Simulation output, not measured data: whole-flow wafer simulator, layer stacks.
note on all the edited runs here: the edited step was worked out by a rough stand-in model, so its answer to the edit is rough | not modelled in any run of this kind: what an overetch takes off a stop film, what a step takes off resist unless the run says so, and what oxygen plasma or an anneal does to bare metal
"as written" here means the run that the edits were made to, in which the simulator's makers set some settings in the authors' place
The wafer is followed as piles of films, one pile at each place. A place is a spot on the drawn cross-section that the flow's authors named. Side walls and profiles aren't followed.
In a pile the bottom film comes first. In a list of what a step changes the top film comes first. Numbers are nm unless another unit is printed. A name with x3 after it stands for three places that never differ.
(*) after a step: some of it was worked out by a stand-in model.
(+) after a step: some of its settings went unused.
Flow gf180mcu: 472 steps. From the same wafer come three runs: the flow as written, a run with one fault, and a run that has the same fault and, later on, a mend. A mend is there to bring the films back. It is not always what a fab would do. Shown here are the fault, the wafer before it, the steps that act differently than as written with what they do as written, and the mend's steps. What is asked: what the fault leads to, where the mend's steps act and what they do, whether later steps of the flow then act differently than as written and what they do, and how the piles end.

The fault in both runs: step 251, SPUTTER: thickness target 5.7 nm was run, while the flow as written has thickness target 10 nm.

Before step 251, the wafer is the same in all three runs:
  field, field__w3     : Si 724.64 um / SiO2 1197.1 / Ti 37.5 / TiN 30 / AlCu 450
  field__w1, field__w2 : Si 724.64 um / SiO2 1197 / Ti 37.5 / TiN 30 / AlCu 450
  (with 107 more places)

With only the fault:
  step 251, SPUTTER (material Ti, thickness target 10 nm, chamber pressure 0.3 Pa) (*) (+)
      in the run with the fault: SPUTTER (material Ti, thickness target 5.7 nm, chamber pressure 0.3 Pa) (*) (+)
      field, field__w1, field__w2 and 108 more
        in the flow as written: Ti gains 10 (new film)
        in the run with the fault: Ti gains 5.7 (new film)
  Steps further on in the flow that do not act as written (5 other steps are not shown; they differ only slightly, by no more than 2% or 0.5 nm, whichever is larger):
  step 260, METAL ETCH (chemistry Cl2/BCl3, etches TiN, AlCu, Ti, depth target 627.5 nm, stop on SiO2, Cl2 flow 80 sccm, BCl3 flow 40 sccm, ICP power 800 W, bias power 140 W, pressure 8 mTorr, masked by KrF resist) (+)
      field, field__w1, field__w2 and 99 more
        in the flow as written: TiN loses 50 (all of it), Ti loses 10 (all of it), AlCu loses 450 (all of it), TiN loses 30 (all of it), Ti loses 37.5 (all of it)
        in the run with the fault: TiN loses 50 (all of it), Ti loses 5.7 (all of it), AlCu loses 450 (all of it), TiN loses 30 (all of it), Ti loses 37.5 (all of it)
  At field__w8, contact, m1 and 6 more, the piles at the end differ from the flow's by more than 2% or 0.5 nm, whichever is larger.
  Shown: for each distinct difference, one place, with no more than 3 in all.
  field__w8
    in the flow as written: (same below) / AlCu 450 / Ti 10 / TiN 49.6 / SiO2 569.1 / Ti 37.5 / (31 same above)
    in the run with the fault: (same below) / AlCu 450 / Ti 5.7 / TiN 49.6 / SiO2 573.4 / Ti 37.5 / (31 same above)
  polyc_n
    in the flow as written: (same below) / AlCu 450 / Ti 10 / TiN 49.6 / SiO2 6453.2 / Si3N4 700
    in the run with the fault: (same below) / AlCu 450 / Ti 5.7 / TiN 49.6 / SiO2 6457.5 / Si3N4 700
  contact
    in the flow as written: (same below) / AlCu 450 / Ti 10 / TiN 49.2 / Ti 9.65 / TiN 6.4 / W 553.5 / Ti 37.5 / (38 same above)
    in the run with the fault: (same below) / AlCu 450 / Ti 5.7 / TiN 49.2 / Ti 9.63 / TiN 6.39 / W 557.8 / Ti 37.5 / (38 same above)

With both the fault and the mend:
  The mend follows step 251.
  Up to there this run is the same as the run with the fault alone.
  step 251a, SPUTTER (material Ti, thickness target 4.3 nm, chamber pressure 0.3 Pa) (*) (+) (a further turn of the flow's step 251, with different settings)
      field, field__w1, field__w2 and 108 more
        Ti gains 4.3
  Every later step of the flow that is run acts as written at every place that is followed.
  The piles end the same as the flow's at every place that both follow.
